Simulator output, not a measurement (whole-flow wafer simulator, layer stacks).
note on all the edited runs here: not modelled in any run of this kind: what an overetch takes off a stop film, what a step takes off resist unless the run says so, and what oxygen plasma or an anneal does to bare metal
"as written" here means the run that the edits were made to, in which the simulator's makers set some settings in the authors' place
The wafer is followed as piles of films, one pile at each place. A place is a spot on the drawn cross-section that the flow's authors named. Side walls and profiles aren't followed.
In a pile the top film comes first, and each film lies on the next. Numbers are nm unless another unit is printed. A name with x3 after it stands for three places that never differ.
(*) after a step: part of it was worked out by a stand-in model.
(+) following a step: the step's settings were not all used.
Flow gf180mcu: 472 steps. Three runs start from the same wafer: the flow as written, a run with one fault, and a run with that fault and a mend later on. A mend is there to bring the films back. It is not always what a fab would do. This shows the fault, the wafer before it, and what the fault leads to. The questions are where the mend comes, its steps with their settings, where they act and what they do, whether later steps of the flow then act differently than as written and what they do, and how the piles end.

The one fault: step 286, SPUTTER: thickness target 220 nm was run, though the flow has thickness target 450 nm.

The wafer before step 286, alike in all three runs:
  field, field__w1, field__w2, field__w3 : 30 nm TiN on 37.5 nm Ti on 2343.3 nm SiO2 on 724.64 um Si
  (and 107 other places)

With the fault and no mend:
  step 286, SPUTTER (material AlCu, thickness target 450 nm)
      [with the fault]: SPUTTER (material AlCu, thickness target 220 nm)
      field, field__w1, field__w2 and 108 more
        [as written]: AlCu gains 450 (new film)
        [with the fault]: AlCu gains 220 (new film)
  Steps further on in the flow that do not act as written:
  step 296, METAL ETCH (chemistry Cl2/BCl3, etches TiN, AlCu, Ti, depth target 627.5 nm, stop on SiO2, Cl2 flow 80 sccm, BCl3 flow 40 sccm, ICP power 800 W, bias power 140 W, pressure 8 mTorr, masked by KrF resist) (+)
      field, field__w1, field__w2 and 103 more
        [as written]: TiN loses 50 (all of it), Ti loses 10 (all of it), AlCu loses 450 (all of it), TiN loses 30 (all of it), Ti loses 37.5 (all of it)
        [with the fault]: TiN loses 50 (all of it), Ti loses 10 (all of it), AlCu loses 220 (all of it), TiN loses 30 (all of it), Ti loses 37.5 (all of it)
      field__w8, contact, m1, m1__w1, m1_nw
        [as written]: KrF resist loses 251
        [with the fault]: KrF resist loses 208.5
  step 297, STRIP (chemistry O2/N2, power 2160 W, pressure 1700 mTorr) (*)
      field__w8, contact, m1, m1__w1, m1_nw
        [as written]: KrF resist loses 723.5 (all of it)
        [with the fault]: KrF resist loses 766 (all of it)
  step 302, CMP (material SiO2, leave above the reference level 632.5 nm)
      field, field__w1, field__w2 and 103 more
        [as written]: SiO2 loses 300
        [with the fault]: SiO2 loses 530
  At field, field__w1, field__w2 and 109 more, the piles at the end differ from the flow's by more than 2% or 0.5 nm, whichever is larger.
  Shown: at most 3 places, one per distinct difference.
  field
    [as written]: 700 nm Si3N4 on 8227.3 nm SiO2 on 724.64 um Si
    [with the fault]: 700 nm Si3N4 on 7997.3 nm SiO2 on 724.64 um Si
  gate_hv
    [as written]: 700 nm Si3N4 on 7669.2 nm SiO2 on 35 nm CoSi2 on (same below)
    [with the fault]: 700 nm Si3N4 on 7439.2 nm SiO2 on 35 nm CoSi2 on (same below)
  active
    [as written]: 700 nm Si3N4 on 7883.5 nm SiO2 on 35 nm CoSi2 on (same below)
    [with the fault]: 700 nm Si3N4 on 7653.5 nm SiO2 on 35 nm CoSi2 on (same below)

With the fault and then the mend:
  The mend stands after step 286.
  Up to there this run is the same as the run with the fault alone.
  step 286a, SPUTTER (material AlCu, thickness target 230 nm) (the flow's step 286 again, with other settings)
      field, field__w1, field__w2 and 108 more
        AlCu gains 230
  None of the later steps of the flow acts differently than as written at any place that is followed.
  By the end, the piles equal the flow's at every place that both follow.
